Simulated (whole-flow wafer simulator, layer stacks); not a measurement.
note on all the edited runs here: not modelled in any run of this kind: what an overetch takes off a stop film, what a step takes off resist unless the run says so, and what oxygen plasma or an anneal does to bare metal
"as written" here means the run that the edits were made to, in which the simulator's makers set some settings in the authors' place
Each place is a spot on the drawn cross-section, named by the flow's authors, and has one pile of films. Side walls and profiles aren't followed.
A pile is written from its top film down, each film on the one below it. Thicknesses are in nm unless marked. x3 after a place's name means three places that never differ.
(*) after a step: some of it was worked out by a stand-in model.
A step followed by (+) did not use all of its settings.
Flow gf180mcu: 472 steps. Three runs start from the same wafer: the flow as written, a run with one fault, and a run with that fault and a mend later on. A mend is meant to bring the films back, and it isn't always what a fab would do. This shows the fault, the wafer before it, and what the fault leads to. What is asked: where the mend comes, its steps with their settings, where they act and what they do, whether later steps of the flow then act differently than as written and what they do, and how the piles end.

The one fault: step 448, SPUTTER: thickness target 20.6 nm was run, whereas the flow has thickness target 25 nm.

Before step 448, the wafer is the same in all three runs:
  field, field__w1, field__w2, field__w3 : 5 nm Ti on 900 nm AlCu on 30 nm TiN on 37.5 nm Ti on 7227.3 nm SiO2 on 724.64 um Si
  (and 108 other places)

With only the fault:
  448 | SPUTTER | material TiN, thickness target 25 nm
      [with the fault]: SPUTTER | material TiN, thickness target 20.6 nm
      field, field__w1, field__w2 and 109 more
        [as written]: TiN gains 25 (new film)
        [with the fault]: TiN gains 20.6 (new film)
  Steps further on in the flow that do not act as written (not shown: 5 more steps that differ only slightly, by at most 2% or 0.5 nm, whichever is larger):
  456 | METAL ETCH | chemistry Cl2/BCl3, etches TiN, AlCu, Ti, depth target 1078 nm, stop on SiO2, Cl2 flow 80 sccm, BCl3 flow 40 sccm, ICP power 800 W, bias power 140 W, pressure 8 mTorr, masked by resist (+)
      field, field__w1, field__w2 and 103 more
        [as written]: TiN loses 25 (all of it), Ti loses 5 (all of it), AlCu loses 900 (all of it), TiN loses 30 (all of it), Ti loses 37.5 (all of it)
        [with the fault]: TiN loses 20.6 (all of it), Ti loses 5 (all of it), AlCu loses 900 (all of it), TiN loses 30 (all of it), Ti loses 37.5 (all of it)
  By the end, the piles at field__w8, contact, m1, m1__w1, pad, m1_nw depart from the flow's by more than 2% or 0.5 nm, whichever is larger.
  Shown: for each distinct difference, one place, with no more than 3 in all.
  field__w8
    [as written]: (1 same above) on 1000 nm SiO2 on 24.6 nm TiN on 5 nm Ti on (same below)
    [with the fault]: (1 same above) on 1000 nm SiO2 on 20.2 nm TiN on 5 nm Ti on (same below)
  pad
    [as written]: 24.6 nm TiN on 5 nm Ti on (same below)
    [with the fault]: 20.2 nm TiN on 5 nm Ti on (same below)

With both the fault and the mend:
  The mend stands after step 455.
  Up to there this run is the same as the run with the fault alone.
  455a | STRIP | chemistry O2/N2, power 2160 W, pressure 1700 mTorr (*)
      field__w8, contact, m1, m1__w1, pad, m1_nw
        resist loses 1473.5 (all of it)
  455b | SPUTTER | material TiN, thickness target 4.4 nm (the flow's step 448, run once more with other settings)
      field, field__w1, field__w2 and 109 more
        TiN gains 4.4
  455c | HMDS | 120 C, 60 s (the flow's step 450, run once more)
      does not change any film at any place that is followed
  455d | COAT | resist, thickness 1500 nm (the flow's step 451, run once more)
      field, field__w1, field__w2 and 109 more
        resist gains 1500 (new film)
  455e | SOFTBAKE | resist (the flow's step 452, run once more)
      does not change any film at any place that is followed
  455f | EXPOSE | photomask MetalTop (the flow's step 453, run once more)
      does not change any film at any place that is followed
  455g | PEB | resist, 70.3 s (the flow's step 454, run once more)
      field, field__w1, field__w2 and 109 more
        resist loses 26.5
  455h | DEVELOP | thickness 1500 nm, 60 s (the flow's step 455, run once more)
      field, field__w1, field__w2 and 103 more
        resist loses 1473.5 (all of it)
  None of the later steps of the flow acts differently than as written at any place that is followed.
  By the end, the piles equal the flow's at every place that both follow.
